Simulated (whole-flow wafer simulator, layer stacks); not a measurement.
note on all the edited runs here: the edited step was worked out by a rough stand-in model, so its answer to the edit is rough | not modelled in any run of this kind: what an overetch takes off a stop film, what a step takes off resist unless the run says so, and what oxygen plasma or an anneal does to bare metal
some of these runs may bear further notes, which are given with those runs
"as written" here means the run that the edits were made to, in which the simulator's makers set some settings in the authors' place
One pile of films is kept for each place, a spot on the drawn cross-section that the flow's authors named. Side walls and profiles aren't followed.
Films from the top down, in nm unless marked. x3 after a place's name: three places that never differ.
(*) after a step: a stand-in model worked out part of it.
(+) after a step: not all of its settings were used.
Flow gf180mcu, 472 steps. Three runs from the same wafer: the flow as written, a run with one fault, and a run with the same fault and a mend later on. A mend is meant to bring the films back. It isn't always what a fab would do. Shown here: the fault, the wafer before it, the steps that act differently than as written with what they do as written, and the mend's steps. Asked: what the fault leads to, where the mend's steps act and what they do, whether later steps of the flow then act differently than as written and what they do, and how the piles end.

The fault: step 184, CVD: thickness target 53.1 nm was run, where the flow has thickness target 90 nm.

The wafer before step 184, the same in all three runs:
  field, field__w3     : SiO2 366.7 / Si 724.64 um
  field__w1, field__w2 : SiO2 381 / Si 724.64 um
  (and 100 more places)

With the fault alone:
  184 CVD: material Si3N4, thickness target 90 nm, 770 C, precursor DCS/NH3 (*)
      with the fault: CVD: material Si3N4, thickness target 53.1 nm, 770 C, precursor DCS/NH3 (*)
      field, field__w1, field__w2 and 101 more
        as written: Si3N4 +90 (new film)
        with the fault: Si3N4 +53.1 (new film)
  Later steps of the flow that act differently than as written (4 more steps differ only slightly, by at most 2% or 0.5 nm, whichever is larger, and aren't shown):
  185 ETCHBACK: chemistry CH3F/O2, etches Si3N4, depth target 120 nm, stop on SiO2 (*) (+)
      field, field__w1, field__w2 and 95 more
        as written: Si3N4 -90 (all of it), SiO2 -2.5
        with the fault: Si3N4 -53.1 (all of it), SiO2 -5.57
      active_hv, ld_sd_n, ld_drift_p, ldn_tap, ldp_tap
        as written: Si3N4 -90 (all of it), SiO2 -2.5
        with the fault: Si3N4 -53.1 (all of it), SiO2 -5.58
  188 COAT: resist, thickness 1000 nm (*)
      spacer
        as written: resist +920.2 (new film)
        with the fault: resist +953.8 (new film)
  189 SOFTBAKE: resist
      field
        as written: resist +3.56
        with the fault: resist -0.34
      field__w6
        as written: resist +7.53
        with the fault: resist +6.87
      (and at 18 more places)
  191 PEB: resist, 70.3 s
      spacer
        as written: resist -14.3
        with the fault: resist -15.1
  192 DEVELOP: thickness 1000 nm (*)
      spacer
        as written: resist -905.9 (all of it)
        with the fault: resist -938.6 (all of it)
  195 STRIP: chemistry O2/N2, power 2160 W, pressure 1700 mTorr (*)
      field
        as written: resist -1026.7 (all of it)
        with the fault: resist -1005.6 (all of it)
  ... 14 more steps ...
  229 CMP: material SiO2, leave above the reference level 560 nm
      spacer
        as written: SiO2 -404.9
        with the fault: SiO2 -368
  At the end the piles differ from the flow's by more than 2% or 0.5 nm, whichever is larger, at spacer, active_nat, ld_sd_n, ld_drn_n, ld_sd_p, ld_drn_p.
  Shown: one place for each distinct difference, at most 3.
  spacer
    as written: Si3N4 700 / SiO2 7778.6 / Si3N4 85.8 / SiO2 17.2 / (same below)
    with the fault: Si3N4 700 / SiO2 7815.5 / Si3N4 48.9 / SiO2 17.2 / (same below)
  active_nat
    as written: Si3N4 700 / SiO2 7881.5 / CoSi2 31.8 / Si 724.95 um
    with the fault: Si3N4 700 / SiO2 7881.6 / CoSi2 32.5 / Si 724.95 um
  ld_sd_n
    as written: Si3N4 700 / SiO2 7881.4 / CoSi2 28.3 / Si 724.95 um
    with the fault: Si3N4 700 / SiO2 7881.5 / CoSi2 29.9 / Si 724.95 um

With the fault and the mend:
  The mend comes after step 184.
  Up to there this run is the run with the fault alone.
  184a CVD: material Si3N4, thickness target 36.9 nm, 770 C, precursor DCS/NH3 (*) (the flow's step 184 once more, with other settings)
      field, field__w1, field__w2 and 101 more
        Si3N4 +36.9
  No later step of the flow acts differently than as written, at any place that is followed, by more than 2% or 0.5 nm, whichever is larger.
  At the end the piles are the same as the flow's at every place that both follow.
